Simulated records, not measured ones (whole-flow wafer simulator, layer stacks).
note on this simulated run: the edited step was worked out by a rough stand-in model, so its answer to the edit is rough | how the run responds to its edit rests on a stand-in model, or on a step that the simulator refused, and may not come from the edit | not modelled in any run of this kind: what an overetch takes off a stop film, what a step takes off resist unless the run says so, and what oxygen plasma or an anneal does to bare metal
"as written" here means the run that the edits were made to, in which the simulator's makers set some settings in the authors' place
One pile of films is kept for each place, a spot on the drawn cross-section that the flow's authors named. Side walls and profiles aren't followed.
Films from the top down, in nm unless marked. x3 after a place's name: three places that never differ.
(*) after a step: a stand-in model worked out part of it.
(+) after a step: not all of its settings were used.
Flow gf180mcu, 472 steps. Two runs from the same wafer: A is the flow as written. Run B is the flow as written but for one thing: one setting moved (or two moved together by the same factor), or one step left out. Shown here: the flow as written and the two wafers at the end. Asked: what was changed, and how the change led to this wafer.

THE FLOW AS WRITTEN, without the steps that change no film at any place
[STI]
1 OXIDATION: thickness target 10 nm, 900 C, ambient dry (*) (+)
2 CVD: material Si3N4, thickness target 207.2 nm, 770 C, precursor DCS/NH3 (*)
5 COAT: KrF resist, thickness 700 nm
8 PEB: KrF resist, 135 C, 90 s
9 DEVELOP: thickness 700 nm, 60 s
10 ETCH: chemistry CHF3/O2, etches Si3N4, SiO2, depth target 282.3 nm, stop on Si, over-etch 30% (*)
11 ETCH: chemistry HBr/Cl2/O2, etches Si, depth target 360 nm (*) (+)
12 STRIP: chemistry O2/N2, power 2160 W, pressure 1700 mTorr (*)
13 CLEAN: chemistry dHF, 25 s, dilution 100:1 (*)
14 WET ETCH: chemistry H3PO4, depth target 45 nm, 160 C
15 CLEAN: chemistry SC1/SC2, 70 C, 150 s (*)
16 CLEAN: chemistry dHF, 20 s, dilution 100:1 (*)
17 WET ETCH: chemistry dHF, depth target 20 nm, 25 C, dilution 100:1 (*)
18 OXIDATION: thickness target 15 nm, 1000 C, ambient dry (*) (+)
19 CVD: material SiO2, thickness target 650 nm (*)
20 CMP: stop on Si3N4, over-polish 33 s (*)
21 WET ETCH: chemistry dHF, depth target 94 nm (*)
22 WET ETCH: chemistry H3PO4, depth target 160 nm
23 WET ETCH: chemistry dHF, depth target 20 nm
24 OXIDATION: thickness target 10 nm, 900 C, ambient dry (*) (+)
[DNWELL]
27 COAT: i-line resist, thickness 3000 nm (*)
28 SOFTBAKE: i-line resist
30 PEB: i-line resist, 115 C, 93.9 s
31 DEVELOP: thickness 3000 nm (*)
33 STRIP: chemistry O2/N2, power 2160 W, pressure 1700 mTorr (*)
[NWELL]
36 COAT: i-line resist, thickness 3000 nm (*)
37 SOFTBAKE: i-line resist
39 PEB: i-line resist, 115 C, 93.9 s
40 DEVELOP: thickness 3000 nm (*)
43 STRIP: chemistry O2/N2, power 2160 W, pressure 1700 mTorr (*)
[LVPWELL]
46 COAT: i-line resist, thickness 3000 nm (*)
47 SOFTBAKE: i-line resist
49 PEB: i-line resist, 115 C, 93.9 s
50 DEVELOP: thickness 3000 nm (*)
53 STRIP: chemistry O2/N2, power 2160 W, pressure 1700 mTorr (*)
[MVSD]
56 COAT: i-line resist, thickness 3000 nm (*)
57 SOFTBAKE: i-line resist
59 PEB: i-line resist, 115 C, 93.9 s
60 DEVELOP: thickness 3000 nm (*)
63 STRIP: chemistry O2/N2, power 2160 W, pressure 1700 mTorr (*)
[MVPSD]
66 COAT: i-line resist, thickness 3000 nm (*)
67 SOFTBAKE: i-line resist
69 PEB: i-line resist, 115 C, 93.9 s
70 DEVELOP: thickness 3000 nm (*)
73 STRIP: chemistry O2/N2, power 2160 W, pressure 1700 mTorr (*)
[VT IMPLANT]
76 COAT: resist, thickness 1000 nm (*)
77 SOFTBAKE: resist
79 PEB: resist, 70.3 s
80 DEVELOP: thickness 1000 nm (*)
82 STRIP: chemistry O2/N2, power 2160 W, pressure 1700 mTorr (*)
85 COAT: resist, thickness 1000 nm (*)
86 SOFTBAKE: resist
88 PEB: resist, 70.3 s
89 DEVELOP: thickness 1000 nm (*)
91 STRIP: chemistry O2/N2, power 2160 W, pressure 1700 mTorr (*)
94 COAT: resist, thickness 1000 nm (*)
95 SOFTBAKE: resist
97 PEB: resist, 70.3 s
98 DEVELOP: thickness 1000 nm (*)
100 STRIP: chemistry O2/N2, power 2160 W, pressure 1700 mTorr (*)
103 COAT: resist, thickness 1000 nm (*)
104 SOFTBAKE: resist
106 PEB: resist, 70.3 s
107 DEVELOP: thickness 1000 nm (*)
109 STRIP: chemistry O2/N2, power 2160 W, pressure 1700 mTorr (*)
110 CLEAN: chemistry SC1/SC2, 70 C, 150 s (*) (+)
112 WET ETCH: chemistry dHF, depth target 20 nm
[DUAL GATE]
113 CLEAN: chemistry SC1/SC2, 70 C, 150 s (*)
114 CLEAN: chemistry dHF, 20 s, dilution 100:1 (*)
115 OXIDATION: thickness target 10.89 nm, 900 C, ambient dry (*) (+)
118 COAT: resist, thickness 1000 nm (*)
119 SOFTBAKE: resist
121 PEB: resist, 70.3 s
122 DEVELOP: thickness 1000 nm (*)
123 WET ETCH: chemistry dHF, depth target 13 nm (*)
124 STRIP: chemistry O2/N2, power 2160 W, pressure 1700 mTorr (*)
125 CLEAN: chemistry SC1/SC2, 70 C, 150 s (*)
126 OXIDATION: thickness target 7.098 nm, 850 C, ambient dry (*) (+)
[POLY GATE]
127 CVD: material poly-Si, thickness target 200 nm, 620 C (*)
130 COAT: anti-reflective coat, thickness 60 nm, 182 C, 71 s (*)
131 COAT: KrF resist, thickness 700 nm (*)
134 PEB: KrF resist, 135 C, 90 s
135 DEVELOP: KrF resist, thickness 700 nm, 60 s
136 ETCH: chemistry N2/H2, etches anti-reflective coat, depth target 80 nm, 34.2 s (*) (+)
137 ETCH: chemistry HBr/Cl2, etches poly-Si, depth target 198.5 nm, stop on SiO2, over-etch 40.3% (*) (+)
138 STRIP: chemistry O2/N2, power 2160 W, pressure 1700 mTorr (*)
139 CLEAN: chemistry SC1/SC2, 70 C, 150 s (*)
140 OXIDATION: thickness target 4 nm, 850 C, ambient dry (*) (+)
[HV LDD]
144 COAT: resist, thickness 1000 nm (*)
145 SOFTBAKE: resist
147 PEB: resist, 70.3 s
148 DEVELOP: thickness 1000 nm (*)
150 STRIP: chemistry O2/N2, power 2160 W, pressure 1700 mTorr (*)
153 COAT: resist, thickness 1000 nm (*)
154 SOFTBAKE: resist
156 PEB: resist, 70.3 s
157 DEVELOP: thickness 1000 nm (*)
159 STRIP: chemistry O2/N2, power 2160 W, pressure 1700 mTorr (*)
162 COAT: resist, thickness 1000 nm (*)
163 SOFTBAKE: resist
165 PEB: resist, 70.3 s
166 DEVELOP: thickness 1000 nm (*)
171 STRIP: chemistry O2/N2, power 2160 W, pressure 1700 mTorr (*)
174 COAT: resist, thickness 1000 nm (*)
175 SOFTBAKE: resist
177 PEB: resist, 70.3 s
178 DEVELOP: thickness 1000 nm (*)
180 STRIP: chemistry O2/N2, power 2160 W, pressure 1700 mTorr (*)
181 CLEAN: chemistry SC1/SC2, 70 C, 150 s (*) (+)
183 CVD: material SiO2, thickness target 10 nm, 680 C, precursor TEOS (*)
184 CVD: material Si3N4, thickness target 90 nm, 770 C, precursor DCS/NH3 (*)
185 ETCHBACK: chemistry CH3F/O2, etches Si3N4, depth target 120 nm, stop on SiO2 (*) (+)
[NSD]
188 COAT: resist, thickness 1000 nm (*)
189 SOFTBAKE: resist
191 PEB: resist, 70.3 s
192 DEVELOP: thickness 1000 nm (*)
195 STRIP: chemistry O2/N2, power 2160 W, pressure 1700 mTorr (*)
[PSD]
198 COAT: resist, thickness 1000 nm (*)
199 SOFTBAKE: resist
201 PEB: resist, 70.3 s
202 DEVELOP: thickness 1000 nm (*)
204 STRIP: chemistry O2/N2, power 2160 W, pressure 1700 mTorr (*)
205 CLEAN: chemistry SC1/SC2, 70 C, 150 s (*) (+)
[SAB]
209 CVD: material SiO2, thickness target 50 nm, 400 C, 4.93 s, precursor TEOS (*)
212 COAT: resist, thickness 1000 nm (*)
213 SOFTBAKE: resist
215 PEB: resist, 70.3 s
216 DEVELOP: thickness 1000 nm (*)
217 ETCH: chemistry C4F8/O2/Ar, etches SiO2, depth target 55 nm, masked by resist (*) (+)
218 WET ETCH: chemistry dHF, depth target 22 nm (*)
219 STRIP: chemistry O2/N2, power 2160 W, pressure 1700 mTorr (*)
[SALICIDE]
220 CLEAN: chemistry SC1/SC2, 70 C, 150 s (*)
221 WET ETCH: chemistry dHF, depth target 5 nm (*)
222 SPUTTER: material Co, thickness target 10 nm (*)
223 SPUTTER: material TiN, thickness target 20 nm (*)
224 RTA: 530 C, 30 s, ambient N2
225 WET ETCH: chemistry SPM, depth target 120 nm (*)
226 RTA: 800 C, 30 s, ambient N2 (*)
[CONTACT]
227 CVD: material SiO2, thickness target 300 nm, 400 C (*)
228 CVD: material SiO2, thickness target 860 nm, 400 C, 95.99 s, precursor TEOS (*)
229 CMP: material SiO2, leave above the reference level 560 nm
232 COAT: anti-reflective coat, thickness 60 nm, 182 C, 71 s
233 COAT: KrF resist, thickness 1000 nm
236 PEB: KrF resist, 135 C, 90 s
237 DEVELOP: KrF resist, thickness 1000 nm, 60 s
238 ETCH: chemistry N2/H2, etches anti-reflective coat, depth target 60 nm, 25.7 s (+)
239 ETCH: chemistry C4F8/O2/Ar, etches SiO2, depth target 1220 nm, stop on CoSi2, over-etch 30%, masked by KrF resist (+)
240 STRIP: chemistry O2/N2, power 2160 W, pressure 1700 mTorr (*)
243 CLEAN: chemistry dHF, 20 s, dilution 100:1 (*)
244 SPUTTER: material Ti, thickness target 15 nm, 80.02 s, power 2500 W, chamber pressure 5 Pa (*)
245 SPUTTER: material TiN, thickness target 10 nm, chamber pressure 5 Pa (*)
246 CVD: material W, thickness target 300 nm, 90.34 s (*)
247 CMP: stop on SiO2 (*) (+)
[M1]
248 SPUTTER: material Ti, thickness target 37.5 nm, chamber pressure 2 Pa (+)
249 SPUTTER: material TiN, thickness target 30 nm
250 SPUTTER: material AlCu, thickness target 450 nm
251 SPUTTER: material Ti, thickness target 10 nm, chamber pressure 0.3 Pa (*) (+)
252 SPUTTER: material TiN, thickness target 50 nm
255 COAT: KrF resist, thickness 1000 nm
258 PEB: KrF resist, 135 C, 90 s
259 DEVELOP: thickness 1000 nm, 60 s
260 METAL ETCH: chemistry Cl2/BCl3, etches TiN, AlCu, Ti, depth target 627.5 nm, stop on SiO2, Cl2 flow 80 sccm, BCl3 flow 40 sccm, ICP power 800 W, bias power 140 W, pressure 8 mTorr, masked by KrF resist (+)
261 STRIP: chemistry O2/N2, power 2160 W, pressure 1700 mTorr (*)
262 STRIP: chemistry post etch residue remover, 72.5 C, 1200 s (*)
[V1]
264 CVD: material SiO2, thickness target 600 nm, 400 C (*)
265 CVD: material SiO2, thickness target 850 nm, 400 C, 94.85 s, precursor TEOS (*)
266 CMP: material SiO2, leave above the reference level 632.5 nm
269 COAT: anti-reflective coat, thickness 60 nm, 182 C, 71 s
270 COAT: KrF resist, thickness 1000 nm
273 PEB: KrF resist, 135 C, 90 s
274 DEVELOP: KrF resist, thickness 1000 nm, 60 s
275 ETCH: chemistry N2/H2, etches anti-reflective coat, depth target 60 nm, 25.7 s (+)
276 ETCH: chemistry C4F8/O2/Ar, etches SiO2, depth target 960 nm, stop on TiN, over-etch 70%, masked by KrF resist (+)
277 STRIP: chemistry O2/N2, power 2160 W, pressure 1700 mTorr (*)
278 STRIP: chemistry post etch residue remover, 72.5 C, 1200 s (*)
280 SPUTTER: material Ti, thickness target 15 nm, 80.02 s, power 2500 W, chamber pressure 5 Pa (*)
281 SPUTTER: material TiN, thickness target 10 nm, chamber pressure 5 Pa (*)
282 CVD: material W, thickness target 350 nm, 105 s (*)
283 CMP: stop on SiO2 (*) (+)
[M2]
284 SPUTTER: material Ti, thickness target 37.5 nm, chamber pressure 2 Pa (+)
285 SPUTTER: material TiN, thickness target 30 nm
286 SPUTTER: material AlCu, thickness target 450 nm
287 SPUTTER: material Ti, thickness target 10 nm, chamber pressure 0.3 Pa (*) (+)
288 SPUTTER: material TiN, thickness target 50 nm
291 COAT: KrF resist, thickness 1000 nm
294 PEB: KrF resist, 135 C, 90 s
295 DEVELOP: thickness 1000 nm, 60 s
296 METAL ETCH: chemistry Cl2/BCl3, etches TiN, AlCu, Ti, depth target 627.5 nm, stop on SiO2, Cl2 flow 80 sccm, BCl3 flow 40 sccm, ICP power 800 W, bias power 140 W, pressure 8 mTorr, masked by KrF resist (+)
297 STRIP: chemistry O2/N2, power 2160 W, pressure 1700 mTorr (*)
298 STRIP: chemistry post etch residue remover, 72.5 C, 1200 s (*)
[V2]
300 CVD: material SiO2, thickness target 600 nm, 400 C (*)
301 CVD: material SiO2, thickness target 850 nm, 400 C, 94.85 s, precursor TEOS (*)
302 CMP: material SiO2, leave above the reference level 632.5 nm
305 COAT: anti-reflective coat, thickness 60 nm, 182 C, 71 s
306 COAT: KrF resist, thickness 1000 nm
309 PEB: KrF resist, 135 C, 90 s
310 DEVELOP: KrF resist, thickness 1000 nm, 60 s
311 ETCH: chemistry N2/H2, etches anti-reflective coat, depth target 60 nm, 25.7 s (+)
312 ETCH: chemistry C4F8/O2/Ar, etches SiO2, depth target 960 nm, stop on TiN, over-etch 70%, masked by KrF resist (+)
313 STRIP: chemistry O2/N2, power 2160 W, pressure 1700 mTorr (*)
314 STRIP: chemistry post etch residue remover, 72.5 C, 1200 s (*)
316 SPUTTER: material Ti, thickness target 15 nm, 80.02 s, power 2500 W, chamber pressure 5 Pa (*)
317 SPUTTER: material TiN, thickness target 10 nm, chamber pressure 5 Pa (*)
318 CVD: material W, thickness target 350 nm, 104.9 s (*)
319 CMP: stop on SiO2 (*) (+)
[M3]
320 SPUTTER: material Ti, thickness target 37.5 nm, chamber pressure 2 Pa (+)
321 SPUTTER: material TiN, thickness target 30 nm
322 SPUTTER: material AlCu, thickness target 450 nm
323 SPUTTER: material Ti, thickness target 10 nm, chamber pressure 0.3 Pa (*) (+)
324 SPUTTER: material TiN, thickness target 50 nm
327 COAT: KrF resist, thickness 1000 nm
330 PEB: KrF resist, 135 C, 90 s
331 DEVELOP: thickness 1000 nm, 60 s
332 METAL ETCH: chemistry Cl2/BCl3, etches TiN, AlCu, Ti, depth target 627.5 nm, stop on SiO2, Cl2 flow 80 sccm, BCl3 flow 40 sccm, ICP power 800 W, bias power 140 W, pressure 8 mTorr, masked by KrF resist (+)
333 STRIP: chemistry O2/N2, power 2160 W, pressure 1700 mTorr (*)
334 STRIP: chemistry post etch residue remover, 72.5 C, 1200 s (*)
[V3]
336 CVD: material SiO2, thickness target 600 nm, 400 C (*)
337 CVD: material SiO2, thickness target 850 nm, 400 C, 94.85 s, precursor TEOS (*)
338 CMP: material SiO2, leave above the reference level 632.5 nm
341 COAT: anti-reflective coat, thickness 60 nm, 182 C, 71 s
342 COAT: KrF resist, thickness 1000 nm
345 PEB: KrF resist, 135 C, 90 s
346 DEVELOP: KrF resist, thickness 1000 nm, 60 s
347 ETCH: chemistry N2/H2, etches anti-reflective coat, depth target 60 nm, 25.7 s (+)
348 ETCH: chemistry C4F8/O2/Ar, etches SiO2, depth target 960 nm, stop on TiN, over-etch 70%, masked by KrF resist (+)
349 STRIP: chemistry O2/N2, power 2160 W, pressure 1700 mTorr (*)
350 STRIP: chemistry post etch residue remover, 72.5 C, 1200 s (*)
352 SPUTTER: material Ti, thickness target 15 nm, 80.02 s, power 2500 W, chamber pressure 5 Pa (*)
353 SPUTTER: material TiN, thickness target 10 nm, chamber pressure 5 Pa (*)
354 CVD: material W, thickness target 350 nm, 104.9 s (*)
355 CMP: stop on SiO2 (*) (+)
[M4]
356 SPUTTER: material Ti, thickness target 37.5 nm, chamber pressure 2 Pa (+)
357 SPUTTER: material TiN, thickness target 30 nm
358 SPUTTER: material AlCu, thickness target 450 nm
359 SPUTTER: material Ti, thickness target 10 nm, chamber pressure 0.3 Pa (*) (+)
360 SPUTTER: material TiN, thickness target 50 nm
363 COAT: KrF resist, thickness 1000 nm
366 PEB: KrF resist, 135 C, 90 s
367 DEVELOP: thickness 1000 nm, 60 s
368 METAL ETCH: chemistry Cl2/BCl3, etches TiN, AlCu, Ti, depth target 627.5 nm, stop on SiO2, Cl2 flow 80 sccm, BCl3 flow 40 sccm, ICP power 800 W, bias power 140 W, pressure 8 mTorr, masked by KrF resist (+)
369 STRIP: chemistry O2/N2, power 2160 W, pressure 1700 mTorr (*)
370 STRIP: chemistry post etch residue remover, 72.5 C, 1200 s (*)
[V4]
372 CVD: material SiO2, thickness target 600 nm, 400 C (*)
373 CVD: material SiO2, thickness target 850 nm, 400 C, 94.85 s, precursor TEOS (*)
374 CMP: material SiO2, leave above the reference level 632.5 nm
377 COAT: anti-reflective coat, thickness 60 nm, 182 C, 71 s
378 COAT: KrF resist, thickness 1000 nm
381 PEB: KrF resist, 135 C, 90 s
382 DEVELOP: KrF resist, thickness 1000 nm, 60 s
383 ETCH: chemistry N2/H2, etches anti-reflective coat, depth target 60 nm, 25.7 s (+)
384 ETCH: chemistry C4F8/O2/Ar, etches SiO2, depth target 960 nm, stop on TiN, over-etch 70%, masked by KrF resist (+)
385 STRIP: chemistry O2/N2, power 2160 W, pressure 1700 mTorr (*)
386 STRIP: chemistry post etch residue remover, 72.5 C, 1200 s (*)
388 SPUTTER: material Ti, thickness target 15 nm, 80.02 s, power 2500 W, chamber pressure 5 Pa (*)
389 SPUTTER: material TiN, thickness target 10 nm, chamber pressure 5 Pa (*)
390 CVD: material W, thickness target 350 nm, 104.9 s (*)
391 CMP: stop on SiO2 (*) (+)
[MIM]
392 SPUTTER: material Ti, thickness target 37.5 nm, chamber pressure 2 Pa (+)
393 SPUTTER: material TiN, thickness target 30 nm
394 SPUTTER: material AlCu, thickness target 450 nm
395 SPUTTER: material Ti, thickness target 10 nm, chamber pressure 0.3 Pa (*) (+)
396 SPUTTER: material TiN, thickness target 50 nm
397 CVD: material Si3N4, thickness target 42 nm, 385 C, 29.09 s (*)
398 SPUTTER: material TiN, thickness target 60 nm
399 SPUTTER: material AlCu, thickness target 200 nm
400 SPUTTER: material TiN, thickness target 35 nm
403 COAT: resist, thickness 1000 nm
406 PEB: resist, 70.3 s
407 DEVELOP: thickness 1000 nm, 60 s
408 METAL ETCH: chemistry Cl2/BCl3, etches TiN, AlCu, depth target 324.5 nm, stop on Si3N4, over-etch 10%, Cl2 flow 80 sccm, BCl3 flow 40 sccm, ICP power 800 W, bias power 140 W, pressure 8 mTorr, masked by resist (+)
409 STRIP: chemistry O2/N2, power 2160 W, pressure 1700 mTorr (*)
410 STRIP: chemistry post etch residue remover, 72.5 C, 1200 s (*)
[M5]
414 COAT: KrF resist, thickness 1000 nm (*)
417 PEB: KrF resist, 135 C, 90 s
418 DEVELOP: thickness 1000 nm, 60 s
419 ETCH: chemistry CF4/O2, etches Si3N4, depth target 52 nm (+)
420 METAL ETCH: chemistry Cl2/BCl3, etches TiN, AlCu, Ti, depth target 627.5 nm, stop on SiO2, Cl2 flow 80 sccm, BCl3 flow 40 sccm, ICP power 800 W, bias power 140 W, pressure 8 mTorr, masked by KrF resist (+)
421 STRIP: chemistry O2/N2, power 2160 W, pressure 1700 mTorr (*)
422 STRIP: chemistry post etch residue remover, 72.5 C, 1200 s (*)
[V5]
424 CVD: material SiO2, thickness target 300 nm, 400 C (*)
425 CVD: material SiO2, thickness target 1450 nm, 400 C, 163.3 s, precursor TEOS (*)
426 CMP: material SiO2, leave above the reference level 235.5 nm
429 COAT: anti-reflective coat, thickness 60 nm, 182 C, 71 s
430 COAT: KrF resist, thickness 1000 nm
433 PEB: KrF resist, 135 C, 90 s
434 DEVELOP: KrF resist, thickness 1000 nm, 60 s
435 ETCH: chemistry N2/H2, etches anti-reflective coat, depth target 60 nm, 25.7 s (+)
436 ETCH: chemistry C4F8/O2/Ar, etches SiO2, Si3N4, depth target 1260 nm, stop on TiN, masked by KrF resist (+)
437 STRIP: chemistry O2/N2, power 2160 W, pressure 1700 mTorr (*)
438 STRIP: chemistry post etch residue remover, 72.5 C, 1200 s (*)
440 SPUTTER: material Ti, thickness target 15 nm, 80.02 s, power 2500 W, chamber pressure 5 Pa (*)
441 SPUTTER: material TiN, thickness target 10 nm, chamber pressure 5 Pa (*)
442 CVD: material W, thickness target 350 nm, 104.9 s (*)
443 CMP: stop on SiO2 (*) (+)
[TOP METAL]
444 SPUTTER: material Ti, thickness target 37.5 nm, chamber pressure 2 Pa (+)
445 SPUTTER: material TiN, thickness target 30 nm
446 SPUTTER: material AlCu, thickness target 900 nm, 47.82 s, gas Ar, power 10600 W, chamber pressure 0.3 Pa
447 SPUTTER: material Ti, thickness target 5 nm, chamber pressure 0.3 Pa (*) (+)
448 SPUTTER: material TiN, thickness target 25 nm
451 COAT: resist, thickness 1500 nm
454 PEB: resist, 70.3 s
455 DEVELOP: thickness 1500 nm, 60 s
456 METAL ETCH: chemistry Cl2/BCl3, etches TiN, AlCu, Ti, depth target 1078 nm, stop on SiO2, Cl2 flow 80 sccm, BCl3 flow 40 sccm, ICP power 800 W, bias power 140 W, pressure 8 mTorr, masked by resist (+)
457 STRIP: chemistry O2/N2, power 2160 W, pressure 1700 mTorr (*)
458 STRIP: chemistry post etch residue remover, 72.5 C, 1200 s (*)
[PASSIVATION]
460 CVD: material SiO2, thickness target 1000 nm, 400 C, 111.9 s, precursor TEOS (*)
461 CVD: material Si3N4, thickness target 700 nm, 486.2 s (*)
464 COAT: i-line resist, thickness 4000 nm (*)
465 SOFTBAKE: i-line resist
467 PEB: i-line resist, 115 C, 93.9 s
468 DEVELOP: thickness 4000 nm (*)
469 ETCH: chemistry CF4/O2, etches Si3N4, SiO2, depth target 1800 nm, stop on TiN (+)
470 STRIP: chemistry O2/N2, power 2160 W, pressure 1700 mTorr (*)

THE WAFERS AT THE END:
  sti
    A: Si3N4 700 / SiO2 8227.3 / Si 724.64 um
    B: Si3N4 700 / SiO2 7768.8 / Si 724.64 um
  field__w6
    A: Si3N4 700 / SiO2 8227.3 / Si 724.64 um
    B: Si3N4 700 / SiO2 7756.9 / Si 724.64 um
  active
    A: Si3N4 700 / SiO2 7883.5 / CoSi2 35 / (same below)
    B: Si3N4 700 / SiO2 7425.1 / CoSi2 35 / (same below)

The cause: step 425, CVD: thickness target 682 nm was run, where the flow has thickness target 1450 nm; step 425, CVD: 76.74 s was run, where the flow has 163.3 s.

How the change led to this, step by step:
  425 CVD: material SiO2, thickness target 1450 nm, 400 C, 163.3 s, precursor TEOS (*)
      field, field__w1, field__w4 and 100 more: A SiO2 +1450 | B SiO2 +691.3
      field__w2, field__w3, field__w12 and 6 more: A SiO2 +1421.8 | B SiO2 +678.4
  426 CMP: material SiO2, leave above the reference level 235.5 nm
      field, field__w1, field__w5 and 92 more: A SiO2 -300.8 | B nothing
      field__w2, field__w3, field__w12 and 6 more: A SiO2 -272.7 | B nothing
      (and at 8 more places)
  429 COAT: anti-reflective coat, thickness 60 nm, 182 C, 71 s
      field_sub__w2, field_sub__w3, field_sub__w4 and 8 more: A anti-reflective coat +60 (new film) | B anti-reflective coat +61.9 (new film)
      field_sub, gate, ld_gate_n, ld_acc_n, ld_fp_n, ld_drift_n, ld_drn_n: A anti-reflective coat +60 (new film) | B anti-reflective coat +62 (new film)
      (and at 55 more places)
  430 COAT: KrF resist, thickness 1000 nm
      field: A KrF resist +1000 (new film) | B KrF resist +936.1 (new film)
      field__w5: A KrF resist +1000 (new film) | B KrF resist +1025.4 (new film)
      (and at 28 more places)
  433 PEB: KrF resist, 135 C, 90 s
      field__w7, ppoly_u, npoly_sal: A KrF resist -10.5 | B KrF resist -12.1
      nw_enc_fld_lv, sti_nw: A KrF resist -10.5 | B KrF resist -11.6
      (and at 17 more places)
  434 DEVELOP: KrF resist, thickness 1000 nm, 60 s
      contact: A KrF resist -989.5 (all of it) | B KrF resist -712.6 (all of it)
  435 ETCH: chemistry N2/H2, etches anti-reflective coat, depth target 60 nm, 25.7 s (+)
      contact: A anti-reflective coat -60 (all of it), SiO2 -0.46 | B anti-reflective coat -8.72 (all of it), SiO2 -1.78
  437 STRIP: chemistry O2/N2, power 2160 W, pressure 1700 mTorr (*)
      p_well, sti, spacer, sd_n, pad, dice_street: A KrF resist -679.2 (all of it), anti-reflective coat -60 (all of it) | B KrF resist -679.8 (all of it), anti-reflective coat -63.1 (all of it)
      field_sub__w3, ld_fp_p, ld_drift_p: A KrF resist -679.2 (all of it), anti-reflective coat -60 (all of it) | B KrF resist -683.5 (all of it), anti-reflective coat -61.9 (all of it)
      (and at 64 more places)
  440 SPUTTER: material Ti, thickness target 15 nm, 80.02 s, power 2500 W, chamber pressure 5 Pa (*)
      field__w2: A Ti +15 (new film) | B Ti +14.4 (new film)
      contact: A Ti +8.12 (new film) | B Ti +10.6 (new film)
  441 SPUTTER: material TiN, thickness target 10 nm, chamber pressure 5 Pa (*)
      contact: A TiN +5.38 (new film) | B TiN +7.05 (new film)
  442 CVD: material W, thickness target 350 nm, 104.9 s (*)
      contact: A W +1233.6 (new film) | B W +771.5 (new film)
  443 CMP: stop on SiO2 (*) (+)
      field__w3, field__w12, npoly_sal, ppoly_sal, nw_sep_fld, gate_hv5, gate_p_hv5, sti_nw: A W -350 (all of it), TiN -10 (all of it), Ti -15 (all of it), SiO2 -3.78 | B W -350 (all of it), TiN -9.87 (all of it), Ti -6.28
      field__w2: A W -350 (all of it), TiN -10 (all of it), Ti -15 (all of it), SiO2 -3.78 | B W -350.1 (all of it), TiN -9.6 (all of it), Ti -5.91
      (and at 102 more places)
  444 SPUTTER: material Ti, thickness target 37.5 nm, chamber pressure 2 Pa (+)
      field__w2, field__w3, field__w12 and 6 more: A Ti +37.5 (new film) | B Ti +36.9
  445 SPUTTER: material TiN, thickness target 30 nm
      field__w2, field__w3, field__w12 and 6 more: A TiN +30 (new film) | B TiN +28.9 (new film)
  446 SPUTTER: material AlCu, thickness target 900 nm, 47.82 s, gas Ar, power 10600 W, chamber pressure 0.3 Pa
      field__w2, field__w3, field__w12 and 6 more: A AlCu +900 (new film) | B AlCu +876.5 (new film)
  447 SPUTTER: material Ti, thickness target 5 nm, chamber pressure 0.3 Pa (*) (+)
      field__w2: A Ti +5 (new film) | B Ti +3.99 (new film)
  ... 10 more steps ...
  470 STRIP: chemistry O2/N2, power 2160 W, pressure 1700 mTorr (*)
      field__w8, m1__w1: A i-line resist -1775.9 (all of it) | B i-line resist -1353.7 (all of it)
      m1: A i-line resist -1798.9 (all of it) | B i-line resist -1371.2 (all of it)
      (and at 3 more places)
